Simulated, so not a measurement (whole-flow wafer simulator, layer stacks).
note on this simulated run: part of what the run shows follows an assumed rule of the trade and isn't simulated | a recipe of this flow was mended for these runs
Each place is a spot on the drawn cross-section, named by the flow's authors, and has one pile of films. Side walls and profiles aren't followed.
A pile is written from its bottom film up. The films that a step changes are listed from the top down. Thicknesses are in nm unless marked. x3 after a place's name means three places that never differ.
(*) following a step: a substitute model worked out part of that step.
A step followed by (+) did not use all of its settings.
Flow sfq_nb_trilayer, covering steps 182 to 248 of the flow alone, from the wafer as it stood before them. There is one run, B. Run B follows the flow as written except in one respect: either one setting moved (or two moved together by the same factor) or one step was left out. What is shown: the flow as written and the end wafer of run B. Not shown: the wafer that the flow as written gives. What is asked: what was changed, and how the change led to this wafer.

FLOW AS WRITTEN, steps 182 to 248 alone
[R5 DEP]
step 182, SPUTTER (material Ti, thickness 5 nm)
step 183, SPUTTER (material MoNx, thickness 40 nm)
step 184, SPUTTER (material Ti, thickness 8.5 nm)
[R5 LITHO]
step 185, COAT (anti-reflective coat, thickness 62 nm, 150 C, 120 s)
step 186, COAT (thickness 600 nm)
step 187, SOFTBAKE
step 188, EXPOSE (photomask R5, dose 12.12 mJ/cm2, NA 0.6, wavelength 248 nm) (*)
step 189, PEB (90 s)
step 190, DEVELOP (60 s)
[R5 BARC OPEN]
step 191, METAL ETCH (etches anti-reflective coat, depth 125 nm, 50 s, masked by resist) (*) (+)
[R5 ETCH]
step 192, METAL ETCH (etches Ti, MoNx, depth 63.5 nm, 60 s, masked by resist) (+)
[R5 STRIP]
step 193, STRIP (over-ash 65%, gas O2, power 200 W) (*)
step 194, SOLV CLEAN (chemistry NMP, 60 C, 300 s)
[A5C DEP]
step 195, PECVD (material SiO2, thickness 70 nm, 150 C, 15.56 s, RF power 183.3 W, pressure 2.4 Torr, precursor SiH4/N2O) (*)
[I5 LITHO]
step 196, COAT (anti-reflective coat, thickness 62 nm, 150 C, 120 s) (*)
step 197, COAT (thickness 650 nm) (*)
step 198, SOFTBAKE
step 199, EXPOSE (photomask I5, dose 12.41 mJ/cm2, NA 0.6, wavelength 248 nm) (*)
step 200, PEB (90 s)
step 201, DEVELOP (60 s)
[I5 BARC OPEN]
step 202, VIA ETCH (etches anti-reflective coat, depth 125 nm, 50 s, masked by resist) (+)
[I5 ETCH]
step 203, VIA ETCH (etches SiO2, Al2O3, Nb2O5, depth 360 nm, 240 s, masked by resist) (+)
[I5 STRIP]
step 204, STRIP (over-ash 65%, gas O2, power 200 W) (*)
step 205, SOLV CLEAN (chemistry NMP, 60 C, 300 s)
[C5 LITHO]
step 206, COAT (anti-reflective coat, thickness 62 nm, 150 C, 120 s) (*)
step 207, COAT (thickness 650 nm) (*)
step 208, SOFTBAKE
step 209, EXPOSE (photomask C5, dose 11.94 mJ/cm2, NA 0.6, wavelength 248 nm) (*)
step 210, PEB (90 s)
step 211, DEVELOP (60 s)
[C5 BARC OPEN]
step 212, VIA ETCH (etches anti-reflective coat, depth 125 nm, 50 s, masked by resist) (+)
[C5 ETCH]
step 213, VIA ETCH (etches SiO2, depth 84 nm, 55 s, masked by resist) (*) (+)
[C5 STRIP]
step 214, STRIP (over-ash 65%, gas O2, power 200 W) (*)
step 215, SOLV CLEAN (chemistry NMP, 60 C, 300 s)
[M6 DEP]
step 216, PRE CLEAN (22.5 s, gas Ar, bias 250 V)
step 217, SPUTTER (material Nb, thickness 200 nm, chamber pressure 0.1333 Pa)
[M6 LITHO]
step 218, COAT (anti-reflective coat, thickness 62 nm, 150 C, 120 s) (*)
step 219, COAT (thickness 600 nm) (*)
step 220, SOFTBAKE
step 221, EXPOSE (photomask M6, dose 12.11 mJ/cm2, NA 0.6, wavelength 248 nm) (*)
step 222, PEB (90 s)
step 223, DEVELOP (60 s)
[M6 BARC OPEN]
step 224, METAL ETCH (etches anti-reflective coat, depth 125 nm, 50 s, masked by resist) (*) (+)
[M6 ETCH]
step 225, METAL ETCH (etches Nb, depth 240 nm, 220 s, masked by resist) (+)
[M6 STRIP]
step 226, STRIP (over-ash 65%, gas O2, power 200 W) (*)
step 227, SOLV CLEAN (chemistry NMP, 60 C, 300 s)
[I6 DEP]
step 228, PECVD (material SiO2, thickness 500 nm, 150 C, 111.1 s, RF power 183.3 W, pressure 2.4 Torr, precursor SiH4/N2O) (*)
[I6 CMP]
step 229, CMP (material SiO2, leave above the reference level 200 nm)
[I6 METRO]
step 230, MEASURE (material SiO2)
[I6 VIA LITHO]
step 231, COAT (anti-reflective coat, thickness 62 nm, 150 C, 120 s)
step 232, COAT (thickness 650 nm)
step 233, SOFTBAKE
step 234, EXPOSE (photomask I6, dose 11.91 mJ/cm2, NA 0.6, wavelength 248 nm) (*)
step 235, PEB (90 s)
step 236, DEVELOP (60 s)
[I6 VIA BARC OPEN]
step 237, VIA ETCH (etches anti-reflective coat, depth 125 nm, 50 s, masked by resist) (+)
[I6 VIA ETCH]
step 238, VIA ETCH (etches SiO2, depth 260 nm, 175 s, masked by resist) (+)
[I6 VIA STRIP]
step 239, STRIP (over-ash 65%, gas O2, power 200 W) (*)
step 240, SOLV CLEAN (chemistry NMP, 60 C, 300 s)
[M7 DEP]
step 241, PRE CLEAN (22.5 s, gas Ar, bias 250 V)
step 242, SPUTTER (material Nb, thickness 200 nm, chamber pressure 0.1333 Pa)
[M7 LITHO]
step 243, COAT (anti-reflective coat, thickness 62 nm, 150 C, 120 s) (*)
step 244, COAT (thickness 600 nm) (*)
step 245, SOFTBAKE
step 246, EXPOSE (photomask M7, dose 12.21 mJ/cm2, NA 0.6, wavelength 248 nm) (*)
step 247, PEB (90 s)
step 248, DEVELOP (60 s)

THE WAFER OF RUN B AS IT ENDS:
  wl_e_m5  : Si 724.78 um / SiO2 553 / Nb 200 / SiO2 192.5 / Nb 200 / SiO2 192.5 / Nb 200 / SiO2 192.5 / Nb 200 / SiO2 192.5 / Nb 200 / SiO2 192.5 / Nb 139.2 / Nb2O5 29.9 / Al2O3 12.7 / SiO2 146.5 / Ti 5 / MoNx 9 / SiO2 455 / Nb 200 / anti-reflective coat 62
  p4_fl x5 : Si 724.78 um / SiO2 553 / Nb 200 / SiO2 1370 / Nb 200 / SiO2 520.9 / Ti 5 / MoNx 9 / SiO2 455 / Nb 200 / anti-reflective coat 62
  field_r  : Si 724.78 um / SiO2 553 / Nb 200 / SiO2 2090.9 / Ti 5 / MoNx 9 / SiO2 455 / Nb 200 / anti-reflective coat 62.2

Cause: step 183, SPUTTER: thickness 64 nm was run, though the flow has thickness 40 nm.

The path from the change to this, step by step:
  step 183, SPUTTER (material MoNx, thickness 40 nm)
      field_l, v_sur, via_wl and 103 more: MoNx gains 64 (new film) (it would be, as written: MoNx gains 40 (new film))
  step 192, METAL ETCH (etches Ti, MoNx, depth 63.5 nm, 60 s, masked by resist) (+)
      field_l, v_sur, via_wl and 92 more: Ti loses 8.5 (all of it), MoNx loses 55 (it would be, as written: Ti loses 8.5 (all of it), MoNx loses 40 (all of it), Ti loses 5 (all of it), SiO2 loses 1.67)
      ce_l, c5j, ce_r, wl_jj: Ti loses 8.5 (all of it), MoNx loses 55 (it would be, as written: Ti loses 8.5 (all of it), MoNx loses 40 (all of it), Ti loses 5 (all of it), Nb loses 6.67)
  step 195, PECVD (material SiO2, thickness 70 nm, 150 C, 15.56 s, RF power 183.3 W, pressure 2.4 Torr, precursor SiH4/N2O) (*)
      field_l, v_sur, via_wl and 92 more: SiO2 gains 70 (new film) (it would be, as written: SiO2 gains 70)
  step 196, COAT (anti-reflective coat, thickness 62 nm, 150 C, 120 s) (*)
      r5r_line_l, r5r_line_c, r5r_line_r: anti-reflective coat gains 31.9 (new film) (it would be, as written: anti-reflective coat gains 35.5 (new film))
      wl_j_sl, wl_j_sr: anti-reflective coat gains 62 (new film) (it would be, as written: anti-reflective coat gains 60.5 (new film))
      (also at 9 further places)
  step 203, VIA ETCH (etches SiO2, Al2O3, Nb2O5, depth 360 nm, 240 s, masked by resist) (+)
      be: SiO2 loses 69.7 (all of it), MoNx loses 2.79 (it would be, as written: SiO2 loses 214.5 (all of it), Al2O3 loses 12.7 (all of it), Nb2O5 loses 29.9 (all of it), Nb loses 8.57)
  step 204, STRIP (over-ash 65%, gas O2, power 200 W) (*)
      r5r_line_l, r5r_line_c, r5r_line_r: KrF-resist-other-grade loses 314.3 (all of it), anti-reflective coat loses 31.9 (all of it) (it would be, as written: KrF-resist-other-grade loses 314.5 (all of it), anti-reflective coat loses 35.5 (all of it))
      wl_j_sl, wl_j_sr: KrF-resist-other-grade loses 315.7 (all of it), anti-reflective coat loses 62 (all of it) (it would be, as written: KrF-resist-other-grade loses 316.4 (all of it), anti-reflective coat loses 60.5 (all of it))
      (also at 9 further places)
  step 206, COAT (anti-reflective coat, thickness 62 nm, 150 C, 120 s) (*)
      r5r_line_l, r5r_line_c, r5r_line_r: anti-reflective coat gains 31.9 (new film) (it would be, as written: anti-reflective coat gains 35.5 (new film))
      wl_j_sl, wl_j_sr: anti-reflective coat gains 62 (new film) (it would be, as written: anti-reflective coat gains 60.5 (new film))
      (also at 17 further places)
  step 207, COAT (thickness 650 nm) (*)
      be: KrF-resist-other-grade gains 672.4 (new film) (it would be, as written: KrF-resist-other-grade gains 815 (new film))
      gap: KrF-resist-other-grade gains 654.3 (new film) (it would be, as written: KrF-resist-other-grade gains 641 (new film))
  step 212, VIA ETCH (etches anti-reflective coat, depth 125 nm, 50 s, masked by resist) (+)
      c5j: anti-reflective coat loses 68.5 (all of it), SiO2 loses 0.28 (it would be, as written: anti-reflective coat loses 73.7 (all of it), SiO2 loses 0.26)
  step 213, VIA ETCH (etches SiO2, depth 84 nm, 55 s, masked by resist) (*) (+)
      c5j: SiO2 loses 69.7 (all of it), MoNx loses 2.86 (it would be, as written: SiO2 loses 69.7 (all of it), Nb loses 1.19)
  step 214, STRIP (over-ash 65%, gas O2, power 200 W) (*)
      r5r_line_l, r5r_line_c, r5r_line_r: KrF-resist-other-grade loses 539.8 (all of it), anti-reflective coat loses 31.9 (all of it) (it would be, as written: KrF-resist-other-grade loses 540 (all of it), anti-reflective coat loses 35.5 (all of it))
      wl_j_sl, wl_j_sr: KrF-resist-other-grade loses 541.2 (all of it), anti-reflective coat loses 62 (all of it) (it would be, as written: KrF-resist-other-grade loses 541.9 (all of it), anti-reflective coat loses 60.5 (all of it))
      (also at 16 further places)
  step 216, PRE CLEAN (22.5 s, gas Ar, bias 250 V)
      be, c5j: MoNx loses 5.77 (it would be, as written: Nb loses 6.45)
  step 217, SPUTTER (material Nb, thickness 200 nm, chamber pressure 0.1333 Pa)
      be: Nb gains 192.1 (new film) (it would be, as written: Nb gains 145.8)
      c5j: Nb gains 188.1 (new film) (it would be, as written: Nb gains 188.4)
  step 218, COAT (anti-reflective coat, thickness 62 nm, 150 C, 120 s) (*)
      r5r_line_l, r5r_line_c, r5r_line_r: anti-reflective coat gains 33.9 (new film) (it would be, as written: anti-reflective coat gains 37.1 (new film))
      wl_j_sl, wl_j_sr: anti-reflective coat gains 62 (new film) (it would be, as written: anti-reflective coat gains 60.5 (new film))
      (also at 19 further places)
  step 219, COAT (thickness 600 nm) (*)
      via_v: KrF-resist-other-grade gains 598 (new film) (it would be, as written: KrF-resist-other-grade gains 584.1 (new film))
      be: KrF-resist-other-grade gains 620.4 (new film) (it would be, as written: KrF-resist-other-grade gains 795.2 (new film))
      (also at 1 further place)
  step 223, DEVELOP (60 s)
      gap: KrF-resist-other-grade loses 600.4 (all of it) (it would be, as written: KrF-resist-other-grade loses 584.6 (all of it))
  ... another 3 steps ...
  step 229, CMP (material SiO2, leave above the reference level 200 nm)
      r5r_line_l, r5r_spacepad_l, r5r_spacepad_r, r5r_line_c, r5r_line_r: SiO2 loses 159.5 (it would be, as written: SiO2 loses 151.2)
      be_r, r_sur, r_end: SiO2 loses 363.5 (it would be, as written: SiO2 loses 355.2)
      (also at 3 further places)
Taking metal films that touch as one body, wl_e_m5 has 8 bodies (between them, from the top down: SiO2 455; SiO2 146.5 / Al2O3 12.7 / Nb2O5 29.9; SiO2 192.5; SiO2 192.5; SiO2 192.5; SiO2 192.5; SiO2 192.5); the flow as written gives 7 bodies (between them, from the top down: SiO2 599.8 / Al2O3 12.7 / Nb2O5 29.9; SiO2 192.5; SiO2 192.5; SiO2 192.5; SiO2 192.5; SiO2 192.5).
Taking metal films that touch as one body, p4_fl x5 has 4 bodies (between them, from the top down: SiO2 455; SiO2 520.9; SiO2 1370); the flow as written gives 3 bodies (between them, from the top down: SiO2 974.2; SiO2 1370).
Taking metal films that touch as one body, field_r has 3 bodies (between them, from the top down: SiO2 455; SiO2 2090.9); the flow as written gives 2 bodies (between them, from the top down: SiO2 2544.2).
